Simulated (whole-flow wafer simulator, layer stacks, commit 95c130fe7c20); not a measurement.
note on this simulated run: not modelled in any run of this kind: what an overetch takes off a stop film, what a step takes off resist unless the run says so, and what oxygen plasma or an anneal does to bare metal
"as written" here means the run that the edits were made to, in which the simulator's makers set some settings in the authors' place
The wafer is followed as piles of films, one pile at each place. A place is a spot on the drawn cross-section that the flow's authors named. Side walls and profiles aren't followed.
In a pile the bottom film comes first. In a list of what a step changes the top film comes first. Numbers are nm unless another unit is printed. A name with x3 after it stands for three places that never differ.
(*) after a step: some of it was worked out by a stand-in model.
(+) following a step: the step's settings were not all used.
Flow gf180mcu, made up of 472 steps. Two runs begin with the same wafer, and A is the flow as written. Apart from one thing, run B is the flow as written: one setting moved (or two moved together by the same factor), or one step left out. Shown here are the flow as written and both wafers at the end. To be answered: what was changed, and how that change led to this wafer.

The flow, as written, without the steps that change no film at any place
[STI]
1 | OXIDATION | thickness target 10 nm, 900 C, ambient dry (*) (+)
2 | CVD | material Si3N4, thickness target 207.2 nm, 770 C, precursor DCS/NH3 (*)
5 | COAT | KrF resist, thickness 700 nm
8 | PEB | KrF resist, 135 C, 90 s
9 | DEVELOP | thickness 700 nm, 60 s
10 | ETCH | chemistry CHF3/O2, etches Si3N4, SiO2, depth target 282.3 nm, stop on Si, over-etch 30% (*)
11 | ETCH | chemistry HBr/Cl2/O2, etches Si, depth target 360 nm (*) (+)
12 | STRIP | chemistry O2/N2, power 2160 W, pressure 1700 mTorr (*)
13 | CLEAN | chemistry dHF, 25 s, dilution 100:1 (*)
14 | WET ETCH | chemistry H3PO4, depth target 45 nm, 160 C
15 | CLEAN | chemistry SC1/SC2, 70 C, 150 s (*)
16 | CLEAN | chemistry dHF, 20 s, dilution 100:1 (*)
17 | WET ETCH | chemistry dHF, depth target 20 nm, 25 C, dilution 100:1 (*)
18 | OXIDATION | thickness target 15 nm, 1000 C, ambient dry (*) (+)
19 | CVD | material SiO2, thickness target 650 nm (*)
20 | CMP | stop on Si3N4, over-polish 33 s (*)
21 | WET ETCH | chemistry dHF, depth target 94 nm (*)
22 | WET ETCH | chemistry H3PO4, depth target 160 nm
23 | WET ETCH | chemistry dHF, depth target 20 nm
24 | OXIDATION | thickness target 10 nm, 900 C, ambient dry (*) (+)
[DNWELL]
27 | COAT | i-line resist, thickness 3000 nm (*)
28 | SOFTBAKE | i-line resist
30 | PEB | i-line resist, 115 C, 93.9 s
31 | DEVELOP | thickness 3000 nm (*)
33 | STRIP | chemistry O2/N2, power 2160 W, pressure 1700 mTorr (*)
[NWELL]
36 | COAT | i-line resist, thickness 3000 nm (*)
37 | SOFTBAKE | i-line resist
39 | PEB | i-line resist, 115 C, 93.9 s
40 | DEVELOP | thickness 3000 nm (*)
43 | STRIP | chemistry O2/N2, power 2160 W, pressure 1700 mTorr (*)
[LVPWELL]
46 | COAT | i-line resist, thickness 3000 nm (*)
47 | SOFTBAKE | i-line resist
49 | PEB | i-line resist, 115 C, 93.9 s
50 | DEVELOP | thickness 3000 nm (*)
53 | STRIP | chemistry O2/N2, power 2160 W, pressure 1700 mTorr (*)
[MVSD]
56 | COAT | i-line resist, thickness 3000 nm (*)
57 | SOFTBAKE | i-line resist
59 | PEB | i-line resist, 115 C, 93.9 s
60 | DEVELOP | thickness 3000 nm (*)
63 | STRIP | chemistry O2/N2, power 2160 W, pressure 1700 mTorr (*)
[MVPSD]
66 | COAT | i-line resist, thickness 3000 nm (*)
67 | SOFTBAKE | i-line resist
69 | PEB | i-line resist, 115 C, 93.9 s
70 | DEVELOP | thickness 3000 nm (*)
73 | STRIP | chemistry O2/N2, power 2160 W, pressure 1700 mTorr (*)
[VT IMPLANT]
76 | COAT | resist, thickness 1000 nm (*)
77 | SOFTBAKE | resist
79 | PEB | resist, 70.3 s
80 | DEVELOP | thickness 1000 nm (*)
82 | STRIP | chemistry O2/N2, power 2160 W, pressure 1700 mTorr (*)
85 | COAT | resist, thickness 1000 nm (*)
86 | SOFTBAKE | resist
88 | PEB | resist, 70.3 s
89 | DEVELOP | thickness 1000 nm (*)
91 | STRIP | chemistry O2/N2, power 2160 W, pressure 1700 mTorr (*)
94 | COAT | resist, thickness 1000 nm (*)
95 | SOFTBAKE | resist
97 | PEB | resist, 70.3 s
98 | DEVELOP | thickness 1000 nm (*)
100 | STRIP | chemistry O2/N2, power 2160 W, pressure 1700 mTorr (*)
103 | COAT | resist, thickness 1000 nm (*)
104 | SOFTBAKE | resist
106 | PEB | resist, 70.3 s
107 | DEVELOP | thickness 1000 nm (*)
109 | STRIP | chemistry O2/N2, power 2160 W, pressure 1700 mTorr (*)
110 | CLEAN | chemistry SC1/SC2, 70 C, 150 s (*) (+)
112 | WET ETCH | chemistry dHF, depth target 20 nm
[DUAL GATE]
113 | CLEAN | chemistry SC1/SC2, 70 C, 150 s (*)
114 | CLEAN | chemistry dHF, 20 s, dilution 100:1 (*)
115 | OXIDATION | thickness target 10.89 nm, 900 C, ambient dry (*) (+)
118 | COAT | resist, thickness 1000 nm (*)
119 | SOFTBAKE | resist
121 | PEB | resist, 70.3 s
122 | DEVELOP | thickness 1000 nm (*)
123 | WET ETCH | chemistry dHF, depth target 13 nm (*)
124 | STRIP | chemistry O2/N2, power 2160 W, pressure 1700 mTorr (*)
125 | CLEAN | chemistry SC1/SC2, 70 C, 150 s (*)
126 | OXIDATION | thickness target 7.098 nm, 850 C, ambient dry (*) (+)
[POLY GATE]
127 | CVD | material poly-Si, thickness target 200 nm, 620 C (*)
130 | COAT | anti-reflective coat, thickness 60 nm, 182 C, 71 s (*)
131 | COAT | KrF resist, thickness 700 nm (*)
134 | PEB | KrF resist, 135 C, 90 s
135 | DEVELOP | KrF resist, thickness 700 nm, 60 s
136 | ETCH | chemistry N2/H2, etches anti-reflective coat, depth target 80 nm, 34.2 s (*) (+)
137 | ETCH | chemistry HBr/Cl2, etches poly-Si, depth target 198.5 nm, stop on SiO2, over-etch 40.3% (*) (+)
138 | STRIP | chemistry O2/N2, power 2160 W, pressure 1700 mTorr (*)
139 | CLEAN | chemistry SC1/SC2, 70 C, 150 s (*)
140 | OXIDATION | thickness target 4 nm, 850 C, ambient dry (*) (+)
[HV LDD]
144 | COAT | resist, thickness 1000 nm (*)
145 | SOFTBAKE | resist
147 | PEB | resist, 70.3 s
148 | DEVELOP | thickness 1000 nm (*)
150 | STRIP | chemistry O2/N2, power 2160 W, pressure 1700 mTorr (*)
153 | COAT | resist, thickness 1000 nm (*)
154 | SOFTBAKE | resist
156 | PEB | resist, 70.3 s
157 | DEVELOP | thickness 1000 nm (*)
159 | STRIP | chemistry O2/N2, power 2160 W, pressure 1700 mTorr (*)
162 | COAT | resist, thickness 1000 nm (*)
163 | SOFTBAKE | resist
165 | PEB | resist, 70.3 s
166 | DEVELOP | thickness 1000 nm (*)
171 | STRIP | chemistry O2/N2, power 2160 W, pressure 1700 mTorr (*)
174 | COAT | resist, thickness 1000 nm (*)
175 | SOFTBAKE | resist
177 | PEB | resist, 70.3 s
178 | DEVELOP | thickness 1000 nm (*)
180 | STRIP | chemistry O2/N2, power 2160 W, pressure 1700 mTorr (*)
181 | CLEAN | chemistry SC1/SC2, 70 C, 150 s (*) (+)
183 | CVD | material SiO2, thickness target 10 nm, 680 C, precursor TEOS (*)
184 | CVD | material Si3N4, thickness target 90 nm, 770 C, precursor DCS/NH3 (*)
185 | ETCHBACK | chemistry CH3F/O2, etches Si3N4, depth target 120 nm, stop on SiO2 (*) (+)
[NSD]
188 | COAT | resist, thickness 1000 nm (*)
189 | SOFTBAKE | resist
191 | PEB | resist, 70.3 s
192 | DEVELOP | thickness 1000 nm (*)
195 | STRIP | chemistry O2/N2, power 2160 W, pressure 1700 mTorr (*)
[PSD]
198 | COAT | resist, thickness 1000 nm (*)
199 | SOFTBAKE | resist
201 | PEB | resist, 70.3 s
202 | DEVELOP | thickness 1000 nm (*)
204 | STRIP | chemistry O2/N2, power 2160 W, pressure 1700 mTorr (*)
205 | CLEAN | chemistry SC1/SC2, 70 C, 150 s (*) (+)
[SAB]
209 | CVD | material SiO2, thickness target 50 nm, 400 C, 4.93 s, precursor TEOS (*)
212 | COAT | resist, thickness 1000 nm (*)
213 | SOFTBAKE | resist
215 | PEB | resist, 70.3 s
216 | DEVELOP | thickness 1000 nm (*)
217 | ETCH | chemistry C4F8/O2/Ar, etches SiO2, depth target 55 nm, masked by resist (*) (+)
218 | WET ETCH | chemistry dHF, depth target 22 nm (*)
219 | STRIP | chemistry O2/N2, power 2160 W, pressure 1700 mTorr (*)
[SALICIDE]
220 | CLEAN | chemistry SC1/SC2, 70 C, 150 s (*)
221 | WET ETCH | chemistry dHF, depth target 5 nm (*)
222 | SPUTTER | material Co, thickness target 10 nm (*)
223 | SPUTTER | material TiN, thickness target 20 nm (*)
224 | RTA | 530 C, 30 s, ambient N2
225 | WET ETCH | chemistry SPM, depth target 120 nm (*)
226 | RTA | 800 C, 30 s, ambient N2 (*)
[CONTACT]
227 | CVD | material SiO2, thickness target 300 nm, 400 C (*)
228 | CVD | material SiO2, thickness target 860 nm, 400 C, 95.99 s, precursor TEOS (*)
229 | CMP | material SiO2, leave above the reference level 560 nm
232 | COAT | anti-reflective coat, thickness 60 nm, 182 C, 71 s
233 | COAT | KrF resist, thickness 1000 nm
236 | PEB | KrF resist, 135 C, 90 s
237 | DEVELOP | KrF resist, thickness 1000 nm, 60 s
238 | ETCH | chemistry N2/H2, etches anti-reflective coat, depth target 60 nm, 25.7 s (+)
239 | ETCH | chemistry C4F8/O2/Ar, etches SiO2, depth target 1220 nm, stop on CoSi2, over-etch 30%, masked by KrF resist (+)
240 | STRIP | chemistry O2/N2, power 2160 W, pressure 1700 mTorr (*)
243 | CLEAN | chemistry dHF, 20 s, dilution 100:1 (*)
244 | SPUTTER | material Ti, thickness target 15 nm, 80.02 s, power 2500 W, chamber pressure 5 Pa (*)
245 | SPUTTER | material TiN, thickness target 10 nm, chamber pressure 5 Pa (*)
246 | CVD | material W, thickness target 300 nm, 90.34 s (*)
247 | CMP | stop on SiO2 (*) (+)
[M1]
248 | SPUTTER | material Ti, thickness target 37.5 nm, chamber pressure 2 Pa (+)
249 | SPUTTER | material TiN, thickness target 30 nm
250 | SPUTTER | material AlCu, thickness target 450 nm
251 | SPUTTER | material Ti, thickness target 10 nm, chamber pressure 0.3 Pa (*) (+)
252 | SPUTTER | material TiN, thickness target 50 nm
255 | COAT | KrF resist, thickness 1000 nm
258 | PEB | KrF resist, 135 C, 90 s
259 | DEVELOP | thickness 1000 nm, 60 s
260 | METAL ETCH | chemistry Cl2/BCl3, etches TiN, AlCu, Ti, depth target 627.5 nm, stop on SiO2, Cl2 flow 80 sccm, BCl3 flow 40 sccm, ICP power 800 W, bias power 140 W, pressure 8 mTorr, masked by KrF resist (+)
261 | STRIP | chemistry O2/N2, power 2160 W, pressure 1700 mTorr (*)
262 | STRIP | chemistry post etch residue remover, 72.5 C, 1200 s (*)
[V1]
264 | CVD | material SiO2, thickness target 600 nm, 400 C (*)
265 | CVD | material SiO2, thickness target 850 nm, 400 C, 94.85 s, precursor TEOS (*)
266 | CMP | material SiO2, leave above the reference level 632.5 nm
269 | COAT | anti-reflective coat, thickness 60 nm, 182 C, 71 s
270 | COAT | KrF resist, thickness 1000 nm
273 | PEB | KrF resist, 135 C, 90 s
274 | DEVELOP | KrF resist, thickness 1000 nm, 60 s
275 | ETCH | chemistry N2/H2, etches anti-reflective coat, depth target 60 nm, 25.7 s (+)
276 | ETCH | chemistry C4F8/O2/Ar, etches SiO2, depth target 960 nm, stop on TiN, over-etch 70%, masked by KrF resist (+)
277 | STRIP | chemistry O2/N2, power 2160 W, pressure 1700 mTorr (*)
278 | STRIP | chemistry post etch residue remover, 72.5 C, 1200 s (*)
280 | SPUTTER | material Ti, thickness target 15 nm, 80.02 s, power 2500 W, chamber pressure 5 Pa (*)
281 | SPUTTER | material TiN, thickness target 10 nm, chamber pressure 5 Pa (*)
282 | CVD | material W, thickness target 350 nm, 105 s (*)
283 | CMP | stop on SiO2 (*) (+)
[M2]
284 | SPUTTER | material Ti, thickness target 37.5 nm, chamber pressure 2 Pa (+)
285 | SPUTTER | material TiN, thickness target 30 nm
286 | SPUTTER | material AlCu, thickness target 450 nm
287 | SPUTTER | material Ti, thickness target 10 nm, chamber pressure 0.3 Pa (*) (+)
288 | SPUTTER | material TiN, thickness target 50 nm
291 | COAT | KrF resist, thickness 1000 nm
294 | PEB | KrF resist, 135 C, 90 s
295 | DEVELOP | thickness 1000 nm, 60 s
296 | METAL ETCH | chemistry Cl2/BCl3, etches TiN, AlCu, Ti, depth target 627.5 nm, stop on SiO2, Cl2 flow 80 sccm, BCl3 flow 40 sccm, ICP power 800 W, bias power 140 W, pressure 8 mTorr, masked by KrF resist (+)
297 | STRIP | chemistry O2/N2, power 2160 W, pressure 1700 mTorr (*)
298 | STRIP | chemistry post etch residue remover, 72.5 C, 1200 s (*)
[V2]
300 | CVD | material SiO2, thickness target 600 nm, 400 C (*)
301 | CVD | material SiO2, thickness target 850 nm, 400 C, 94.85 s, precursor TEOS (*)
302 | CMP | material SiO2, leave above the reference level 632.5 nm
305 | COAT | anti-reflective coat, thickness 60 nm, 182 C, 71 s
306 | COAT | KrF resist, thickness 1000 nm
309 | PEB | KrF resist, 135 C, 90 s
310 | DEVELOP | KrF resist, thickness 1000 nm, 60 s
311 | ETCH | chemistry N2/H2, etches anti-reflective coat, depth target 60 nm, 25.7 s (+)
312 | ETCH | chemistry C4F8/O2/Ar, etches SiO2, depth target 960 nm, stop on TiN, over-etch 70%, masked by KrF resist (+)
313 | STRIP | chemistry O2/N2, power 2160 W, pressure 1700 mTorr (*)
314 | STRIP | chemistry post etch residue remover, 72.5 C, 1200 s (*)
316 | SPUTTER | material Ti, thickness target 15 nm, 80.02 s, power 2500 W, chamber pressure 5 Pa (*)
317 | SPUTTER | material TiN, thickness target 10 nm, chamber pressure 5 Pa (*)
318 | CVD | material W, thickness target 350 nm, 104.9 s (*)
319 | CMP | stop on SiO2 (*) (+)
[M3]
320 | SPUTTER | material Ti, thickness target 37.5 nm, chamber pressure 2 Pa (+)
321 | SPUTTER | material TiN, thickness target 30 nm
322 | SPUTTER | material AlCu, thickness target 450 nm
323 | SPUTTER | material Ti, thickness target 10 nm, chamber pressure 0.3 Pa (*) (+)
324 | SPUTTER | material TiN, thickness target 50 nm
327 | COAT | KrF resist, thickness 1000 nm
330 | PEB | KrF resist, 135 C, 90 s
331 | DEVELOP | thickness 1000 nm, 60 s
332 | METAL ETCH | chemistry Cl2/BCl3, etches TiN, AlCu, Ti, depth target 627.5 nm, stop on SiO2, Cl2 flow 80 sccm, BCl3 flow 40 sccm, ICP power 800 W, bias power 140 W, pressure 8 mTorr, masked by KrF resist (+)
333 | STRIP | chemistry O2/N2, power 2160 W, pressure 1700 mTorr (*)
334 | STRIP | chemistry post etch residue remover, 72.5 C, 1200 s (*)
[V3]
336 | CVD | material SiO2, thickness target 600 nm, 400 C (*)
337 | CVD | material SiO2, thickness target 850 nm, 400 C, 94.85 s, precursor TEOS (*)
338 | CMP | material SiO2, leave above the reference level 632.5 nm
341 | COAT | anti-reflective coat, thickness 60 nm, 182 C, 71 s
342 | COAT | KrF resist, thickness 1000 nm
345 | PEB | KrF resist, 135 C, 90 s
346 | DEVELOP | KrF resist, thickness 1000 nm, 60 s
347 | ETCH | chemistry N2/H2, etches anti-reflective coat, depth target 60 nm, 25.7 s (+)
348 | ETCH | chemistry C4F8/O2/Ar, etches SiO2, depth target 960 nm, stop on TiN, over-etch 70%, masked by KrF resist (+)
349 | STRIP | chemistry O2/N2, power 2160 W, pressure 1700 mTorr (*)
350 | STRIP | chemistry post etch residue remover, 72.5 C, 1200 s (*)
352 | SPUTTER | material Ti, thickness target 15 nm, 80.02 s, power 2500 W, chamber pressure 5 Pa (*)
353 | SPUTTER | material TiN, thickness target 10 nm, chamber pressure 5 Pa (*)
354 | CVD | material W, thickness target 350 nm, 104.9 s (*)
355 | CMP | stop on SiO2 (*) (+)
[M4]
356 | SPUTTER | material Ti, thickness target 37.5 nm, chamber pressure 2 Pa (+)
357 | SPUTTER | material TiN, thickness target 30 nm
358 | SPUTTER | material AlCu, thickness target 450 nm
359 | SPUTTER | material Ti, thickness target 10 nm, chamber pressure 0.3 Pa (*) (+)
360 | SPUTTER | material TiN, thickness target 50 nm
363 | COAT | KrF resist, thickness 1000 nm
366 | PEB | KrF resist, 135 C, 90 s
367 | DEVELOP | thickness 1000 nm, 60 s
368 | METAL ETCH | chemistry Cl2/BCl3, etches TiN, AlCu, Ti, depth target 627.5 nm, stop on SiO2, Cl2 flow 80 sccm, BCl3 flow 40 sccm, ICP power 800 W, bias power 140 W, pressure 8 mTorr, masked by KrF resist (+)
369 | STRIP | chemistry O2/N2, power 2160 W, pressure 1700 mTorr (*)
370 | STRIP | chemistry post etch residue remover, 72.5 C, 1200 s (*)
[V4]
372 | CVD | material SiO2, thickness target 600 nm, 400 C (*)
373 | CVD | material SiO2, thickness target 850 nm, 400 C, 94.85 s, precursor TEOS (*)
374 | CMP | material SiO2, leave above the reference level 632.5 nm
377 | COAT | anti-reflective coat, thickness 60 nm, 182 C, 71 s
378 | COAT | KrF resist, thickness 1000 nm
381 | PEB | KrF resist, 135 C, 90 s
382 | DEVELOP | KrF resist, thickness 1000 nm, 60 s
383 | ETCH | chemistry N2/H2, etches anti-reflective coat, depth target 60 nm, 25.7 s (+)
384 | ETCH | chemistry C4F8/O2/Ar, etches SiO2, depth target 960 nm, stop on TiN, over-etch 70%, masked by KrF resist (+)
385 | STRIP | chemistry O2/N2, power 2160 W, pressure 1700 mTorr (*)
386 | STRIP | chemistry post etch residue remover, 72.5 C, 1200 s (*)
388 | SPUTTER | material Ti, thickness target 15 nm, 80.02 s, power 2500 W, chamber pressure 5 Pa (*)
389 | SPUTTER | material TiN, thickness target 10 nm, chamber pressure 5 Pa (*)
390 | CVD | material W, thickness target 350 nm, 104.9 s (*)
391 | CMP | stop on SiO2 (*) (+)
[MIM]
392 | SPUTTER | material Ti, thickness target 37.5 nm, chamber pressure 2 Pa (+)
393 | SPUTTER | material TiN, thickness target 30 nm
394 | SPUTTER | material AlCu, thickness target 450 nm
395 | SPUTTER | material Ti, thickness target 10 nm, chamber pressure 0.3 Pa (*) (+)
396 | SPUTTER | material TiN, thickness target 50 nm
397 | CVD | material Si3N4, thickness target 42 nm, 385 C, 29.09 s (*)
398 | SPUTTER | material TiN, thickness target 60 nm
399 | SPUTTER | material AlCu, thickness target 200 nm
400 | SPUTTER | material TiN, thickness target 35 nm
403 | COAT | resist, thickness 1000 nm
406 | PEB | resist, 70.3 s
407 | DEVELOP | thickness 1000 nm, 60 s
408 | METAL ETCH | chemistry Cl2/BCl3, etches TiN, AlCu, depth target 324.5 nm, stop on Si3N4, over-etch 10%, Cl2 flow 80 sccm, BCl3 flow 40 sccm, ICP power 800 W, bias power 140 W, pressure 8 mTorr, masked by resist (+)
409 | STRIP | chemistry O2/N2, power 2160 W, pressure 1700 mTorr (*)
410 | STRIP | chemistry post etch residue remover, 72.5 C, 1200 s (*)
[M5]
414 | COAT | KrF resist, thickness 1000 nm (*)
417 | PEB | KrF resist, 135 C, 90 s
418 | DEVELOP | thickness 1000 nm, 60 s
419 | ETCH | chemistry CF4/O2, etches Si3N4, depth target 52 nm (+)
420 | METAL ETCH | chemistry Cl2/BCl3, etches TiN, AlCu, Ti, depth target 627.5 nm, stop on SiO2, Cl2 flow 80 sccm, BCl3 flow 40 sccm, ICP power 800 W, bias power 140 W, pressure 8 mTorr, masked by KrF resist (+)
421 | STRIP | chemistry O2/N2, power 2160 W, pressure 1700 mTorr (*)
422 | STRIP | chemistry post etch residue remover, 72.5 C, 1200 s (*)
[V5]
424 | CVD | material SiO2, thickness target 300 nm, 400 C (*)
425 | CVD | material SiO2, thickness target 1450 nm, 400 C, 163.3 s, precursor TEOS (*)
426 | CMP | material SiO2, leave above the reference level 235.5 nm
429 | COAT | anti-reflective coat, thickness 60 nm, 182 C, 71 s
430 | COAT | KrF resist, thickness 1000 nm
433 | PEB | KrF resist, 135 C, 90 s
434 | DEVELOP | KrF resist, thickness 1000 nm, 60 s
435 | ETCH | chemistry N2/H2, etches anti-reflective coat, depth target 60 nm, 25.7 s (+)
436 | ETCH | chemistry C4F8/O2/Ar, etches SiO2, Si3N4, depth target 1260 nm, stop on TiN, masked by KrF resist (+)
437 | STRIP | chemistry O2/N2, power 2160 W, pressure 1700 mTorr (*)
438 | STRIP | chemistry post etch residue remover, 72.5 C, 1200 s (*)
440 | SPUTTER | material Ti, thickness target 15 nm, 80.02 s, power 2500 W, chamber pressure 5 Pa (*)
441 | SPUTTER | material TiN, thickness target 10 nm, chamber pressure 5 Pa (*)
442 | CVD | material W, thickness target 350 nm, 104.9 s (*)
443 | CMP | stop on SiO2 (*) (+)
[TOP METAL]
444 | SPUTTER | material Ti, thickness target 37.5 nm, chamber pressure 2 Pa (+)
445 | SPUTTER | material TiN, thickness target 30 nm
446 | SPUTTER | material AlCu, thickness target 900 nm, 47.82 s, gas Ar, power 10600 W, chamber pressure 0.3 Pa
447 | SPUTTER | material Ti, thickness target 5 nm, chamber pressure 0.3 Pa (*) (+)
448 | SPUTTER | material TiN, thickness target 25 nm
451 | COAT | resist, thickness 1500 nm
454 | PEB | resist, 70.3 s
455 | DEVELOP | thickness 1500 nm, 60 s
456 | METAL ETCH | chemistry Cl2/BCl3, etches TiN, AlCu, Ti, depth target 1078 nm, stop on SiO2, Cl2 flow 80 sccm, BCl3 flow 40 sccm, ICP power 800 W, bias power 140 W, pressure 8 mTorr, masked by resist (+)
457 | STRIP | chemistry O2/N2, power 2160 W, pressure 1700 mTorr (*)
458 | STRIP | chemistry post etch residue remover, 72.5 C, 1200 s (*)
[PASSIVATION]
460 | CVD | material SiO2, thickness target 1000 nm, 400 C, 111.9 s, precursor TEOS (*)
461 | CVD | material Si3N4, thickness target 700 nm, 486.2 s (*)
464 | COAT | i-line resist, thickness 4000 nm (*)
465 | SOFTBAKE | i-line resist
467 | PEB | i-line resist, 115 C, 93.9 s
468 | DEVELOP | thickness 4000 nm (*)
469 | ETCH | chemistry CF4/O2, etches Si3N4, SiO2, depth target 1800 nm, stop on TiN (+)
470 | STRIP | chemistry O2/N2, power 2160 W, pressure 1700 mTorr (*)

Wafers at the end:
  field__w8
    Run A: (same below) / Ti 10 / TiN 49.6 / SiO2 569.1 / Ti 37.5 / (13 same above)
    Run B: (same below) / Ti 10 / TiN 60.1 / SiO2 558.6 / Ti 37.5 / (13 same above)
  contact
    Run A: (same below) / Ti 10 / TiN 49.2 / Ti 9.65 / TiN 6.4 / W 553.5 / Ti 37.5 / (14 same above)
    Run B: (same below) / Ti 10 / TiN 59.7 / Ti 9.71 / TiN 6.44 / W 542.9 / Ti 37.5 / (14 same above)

The reason: step 360, SPUTTER: thickness target 60.5 nm was run, whereas the flow has thickness target 50 nm.

How this came from the change, step by step:
  360 | SPUTTER | material TiN, thickness target 50 nm
      field, field__w1, field__w2 and 108 more: A TiN gains 50 (new film) | B TiN gains 60.5 (new film)
  368 | METAL ETCH | chemistry Cl2/BCl3, etches TiN, AlCu, Ti, depth target 627.5 nm, stop on SiO2, Cl2 flow 80 sccm, BCl3 flow 40 sccm, ICP power 800 W, bias power 140 W, pressure 8 mTorr, masked by KrF resist (+)
      field, field__w1, field__w2 and 103 more: A TiN loses 50 (all of it), Ti loses 10 (all of it), AlCu loses 450 (all of it), TiN loses 30 (all of it), Ti loses 37.5 (all of it) | B TiN loses 60.5 (all of it), Ti loses 10 (all of it), AlCu loses 450 (all of it), TiN loses 30 (all of it), Ti loses 37.5 (all of it)
